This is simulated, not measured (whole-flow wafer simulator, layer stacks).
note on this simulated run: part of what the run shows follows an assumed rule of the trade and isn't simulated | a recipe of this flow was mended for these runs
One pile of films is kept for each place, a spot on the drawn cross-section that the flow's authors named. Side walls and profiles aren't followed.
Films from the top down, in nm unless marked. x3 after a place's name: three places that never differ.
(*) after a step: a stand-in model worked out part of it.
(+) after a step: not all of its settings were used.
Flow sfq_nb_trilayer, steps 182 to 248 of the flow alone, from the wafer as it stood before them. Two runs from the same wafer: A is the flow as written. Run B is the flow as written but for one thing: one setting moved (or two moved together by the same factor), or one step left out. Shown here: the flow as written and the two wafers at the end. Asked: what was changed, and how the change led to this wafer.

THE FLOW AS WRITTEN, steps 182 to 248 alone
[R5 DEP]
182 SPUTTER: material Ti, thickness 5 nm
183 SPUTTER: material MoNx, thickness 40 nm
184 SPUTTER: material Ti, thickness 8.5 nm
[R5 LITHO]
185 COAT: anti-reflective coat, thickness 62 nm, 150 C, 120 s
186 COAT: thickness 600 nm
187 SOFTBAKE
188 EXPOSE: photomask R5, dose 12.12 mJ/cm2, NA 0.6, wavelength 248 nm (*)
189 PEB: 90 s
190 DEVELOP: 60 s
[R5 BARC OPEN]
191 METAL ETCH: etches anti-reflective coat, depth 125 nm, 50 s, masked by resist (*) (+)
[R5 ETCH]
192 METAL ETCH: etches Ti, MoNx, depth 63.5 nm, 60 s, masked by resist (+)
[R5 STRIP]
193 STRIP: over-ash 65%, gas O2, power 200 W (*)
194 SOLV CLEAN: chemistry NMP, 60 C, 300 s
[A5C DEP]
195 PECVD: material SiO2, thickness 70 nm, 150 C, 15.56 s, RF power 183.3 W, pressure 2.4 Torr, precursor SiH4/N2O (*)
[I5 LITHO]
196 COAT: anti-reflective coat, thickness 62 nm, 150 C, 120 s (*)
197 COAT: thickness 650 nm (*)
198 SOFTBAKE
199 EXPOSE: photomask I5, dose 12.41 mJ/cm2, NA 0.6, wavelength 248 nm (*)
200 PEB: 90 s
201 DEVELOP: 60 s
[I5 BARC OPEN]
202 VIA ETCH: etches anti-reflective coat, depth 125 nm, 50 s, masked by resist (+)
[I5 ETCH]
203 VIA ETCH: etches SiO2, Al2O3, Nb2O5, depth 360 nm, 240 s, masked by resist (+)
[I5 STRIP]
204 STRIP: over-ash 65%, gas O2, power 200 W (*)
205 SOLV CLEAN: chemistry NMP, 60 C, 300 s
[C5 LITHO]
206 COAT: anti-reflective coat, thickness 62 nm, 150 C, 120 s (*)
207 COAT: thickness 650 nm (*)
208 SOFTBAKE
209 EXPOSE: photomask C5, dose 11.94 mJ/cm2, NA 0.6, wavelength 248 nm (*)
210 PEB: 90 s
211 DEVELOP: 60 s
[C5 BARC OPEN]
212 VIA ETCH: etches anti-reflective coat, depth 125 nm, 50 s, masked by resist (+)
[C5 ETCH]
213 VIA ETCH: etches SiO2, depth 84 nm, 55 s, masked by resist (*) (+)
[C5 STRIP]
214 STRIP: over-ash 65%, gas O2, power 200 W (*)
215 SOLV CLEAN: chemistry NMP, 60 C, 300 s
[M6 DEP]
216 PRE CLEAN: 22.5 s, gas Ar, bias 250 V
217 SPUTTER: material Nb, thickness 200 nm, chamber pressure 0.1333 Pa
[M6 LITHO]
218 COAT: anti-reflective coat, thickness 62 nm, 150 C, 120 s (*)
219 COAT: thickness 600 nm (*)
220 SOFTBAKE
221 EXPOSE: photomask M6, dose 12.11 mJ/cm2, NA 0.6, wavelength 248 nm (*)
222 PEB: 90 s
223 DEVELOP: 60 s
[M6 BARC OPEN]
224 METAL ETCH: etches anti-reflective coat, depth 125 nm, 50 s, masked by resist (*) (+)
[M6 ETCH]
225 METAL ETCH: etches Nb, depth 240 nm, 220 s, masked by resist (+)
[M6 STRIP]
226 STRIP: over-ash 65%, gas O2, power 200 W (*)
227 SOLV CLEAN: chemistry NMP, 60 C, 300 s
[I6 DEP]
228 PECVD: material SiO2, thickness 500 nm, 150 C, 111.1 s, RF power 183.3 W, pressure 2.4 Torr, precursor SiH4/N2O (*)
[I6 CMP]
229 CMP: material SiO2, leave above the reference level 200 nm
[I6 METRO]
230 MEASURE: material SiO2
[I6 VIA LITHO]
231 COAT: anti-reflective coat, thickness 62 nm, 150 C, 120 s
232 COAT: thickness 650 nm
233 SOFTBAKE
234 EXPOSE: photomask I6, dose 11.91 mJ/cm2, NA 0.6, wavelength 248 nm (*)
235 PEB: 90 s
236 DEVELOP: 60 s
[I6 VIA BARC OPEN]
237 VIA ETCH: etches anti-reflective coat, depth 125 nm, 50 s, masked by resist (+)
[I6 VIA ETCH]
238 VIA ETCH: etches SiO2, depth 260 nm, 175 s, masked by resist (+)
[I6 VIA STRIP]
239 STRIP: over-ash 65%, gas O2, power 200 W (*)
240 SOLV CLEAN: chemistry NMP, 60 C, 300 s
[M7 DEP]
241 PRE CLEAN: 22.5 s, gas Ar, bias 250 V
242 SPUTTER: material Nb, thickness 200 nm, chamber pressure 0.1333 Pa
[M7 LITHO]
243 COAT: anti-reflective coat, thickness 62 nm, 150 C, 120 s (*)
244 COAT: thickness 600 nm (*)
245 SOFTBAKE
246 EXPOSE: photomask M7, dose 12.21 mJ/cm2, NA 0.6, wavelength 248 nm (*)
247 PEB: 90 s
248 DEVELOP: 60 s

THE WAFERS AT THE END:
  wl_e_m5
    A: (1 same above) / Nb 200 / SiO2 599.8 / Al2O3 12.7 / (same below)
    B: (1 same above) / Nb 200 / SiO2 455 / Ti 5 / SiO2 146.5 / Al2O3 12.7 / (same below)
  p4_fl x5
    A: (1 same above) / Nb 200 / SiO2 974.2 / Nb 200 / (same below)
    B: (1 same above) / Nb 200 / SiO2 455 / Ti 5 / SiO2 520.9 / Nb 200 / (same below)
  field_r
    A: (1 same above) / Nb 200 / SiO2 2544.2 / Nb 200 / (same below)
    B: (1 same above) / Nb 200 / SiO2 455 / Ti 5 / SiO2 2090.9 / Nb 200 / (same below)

The cause: step 183, SPUTTER: thickness 55 nm was run, where the flow has thickness 40 nm.

How the change led to this, step by step:
  183 SPUTTER: material MoNx, thickness 40 nm
      field_l, v_sur, via_wl and 103 more: A MoNx +40 (new film) | B MoNx +55 (new film)
  192 METAL ETCH: etches Ti, MoNx, depth 63.5 nm, 60 s, masked by resist (+)
      field_l, v_sur, via_wl and 92 more: A Ti -8.5 (all of it), MoNx -40 (all of it), Ti -5 (all of it), SiO2 -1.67 | B Ti -8.5 (all of it), MoNx -55 (all of it)
      ce_l, c5j, ce_r, wl_jj: A Ti -8.5 (all of it), MoNx -40 (all of it), Ti -5 (all of it), Nb -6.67 | B Ti -8.5 (all of it), MoNx -55 (all of it)
  195 PECVD: material SiO2, thickness 70 nm, 150 C, 15.56 s, RF power 183.3 W, pressure 2.4 Torr, precursor SiH4/N2O (*)
      field_l, v_sur, via_wl and 92 more: A SiO2 +70 | B SiO2 +70 (new film)
  196 COAT: anti-reflective coat, thickness 62 nm, 150 C, 120 s (*)
      r5r_line_l, r5r_line_c, r5r_line_r: A anti-reflective coat +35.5 (new film) | B anti-reflective coat +31.9 (new film)
      wl_j_sl, wl_j_sr: A anti-reflective coat +60.5 (new film) | B anti-reflective coat +62 (new film)
      (and at 9 more places)
  203 VIA ETCH: etches SiO2, Al2O3, Nb2O5, depth 360 nm, 240 s, masked by resist (+)
      be: A SiO2 -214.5 (all of it), Al2O3 -12.7 (all of it), Nb2O5 -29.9 (all of it), Nb -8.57 | B SiO2 -69.7 (all of it), Ti -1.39
  204 STRIP: over-ash 65%, gas O2, power 200 W (*)
      r5r_line_l, r5r_line_c, r5r_line_r: A KrF-resist-other-grade -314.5 (all of it), anti-reflective coat -35.5 (all of it) | B KrF-resist-other-grade -314.3 (all of it), anti-reflective coat -31.9 (all of it)
      wl_j_sl, wl_j_sr: A KrF-resist-other-grade -316.4 (all of it), anti-reflective coat -60.5 (all of it) | B KrF-resist-other-grade -315.7 (all of it), anti-reflective coat -62 (all of it)
      (and at 9 more places)
  206 COAT: anti-reflective coat, thickness 62 nm, 150 C, 120 s (*)
      r5r_line_l, r5r_line_c, r5r_line_r: A anti-reflective coat +35.5 (new film) | B anti-reflective coat +31.9 (new film)
      wl_j_sl, wl_j_sr: A anti-reflective coat +60.5 (new film) | B anti-reflective coat +62 (new film)
      (and at 17 more places)
  207 COAT: thickness 650 nm (*)
      be: A KrF-resist-other-grade +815 (new film) | B KrF-resist-other-grade +671.9 (new film)
      gap: A KrF-resist-other-grade +641 (new film) | B KrF-resist-other-grade +654.4 (new film)
  212 VIA ETCH: etches anti-reflective coat, depth 125 nm, 50 s, masked by resist (+)
      c5j: A anti-reflective coat -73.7 (all of it), SiO2 -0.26 | B anti-reflective coat -68.5 (all of it), SiO2 -0.28
  213 VIA ETCH: etches SiO2, depth 84 nm, 55 s, masked by resist (*) (+)
      c5j: A SiO2 -69.7 (all of it), Nb -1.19 | B SiO2 -69.7 (all of it), Ti -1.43
  214 STRIP: over-ash 65%, gas O2, power 200 W (*)
      r5r_line_l, r5r_line_c, r5r_line_r: A KrF-resist-other-grade -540 (all of it), anti-reflective coat -35.5 (all of it) | B KrF-resist-other-grade -539.8 (all of it), anti-reflective coat -31.9 (all of it)
      wl_j_sl, wl_j_sr: A KrF-resist-other-grade -541.9 (all of it), anti-reflective coat -60.5 (all of it) | B KrF-resist-other-grade -541.2 (all of it), anti-reflective coat -62 (all of it)
      (and at 16 more places)
  216 PRE CLEAN: 22.5 s, gas Ar, bias 250 V
      be: A Nb -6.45 | B Ti -3.61 (all of it), SiO2 -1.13
      c5j: A Nb -6.45 | B Ti -3.57 (all of it), Nb -1.14
  217 SPUTTER: material Nb, thickness 200 nm, chamber pressure 0.1333 Pa
      be: A Nb +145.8 | B Nb +192.6 (new film)
  218 COAT: anti-reflective coat, thickness 62 nm, 150 C, 120 s (*)
      r5r_line_l, r5r_line_c, r5r_line_r: A anti-reflective coat +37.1 (new film) | B anti-reflective coat +33.9 (new film)
      wl_j_sl, wl_j_sr: A anti-reflective coat +60.5 (new film) | B anti-reflective coat +62 (new film)
      (and at 19 more places)
  219 COAT: thickness 600 nm (*)
      via_v: A KrF-resist-other-grade +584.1 (new film) | B KrF-resist-other-grade +598.2 (new film)
      be: A KrF-resist-other-grade +795.2 (new film) | B KrF-resist-other-grade +619.4 (new film)
      (and at 1 more place)
  223 DEVELOP: 60 s
      gap: A KrF-resist-other-grade -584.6 (all of it) | B KrF-resist-other-grade -600.7 (all of it)
  ... 3 more steps ...
  229 CMP: material SiO2, leave above the reference level 200 nm
      r5r_line_l, r5r_spacepad_l, r5r_spacepad_r, r5r_line_c, r5r_line_r: A SiO2 -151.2 | B SiO2 -159.5
      be_r, r_sur, r_end: A SiO2 -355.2 | B SiO2 -363.5
      (and at 3 more places)
Counting metal films that touch as one body, wl_e_m5 has 8 bodies (between them, from the top down: SiO2 455; SiO2 146.5 / Al2O3 12.7 / Nb2O5 29.9; SiO2 192.5; SiO2 192.5; SiO2 192.5; SiO2 192.5; SiO2 192.5); the flow as written gives 7 bodies (between them, from the top down: SiO2 599.8 / Al2O3 12.7 / Nb2O5 29.9; SiO2 192.5; SiO2 192.5; SiO2 192.5; SiO2 192.5; SiO2 192.5).
Counting metal films that touch as one body, p4_fl x5 has 4 bodies (between them, from the top down: SiO2 455; SiO2 520.9; SiO2 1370); the flow as written gives 3 bodies (between them, from the top down: SiO2 974.2; SiO2 1370).
Counting metal films that touch as one body, field_r has 3 bodies (between them, from the top down: SiO2 455; SiO2 2090.9); the flow as written gives 2 bodies (between them, from the top down: SiO2 2544.2).
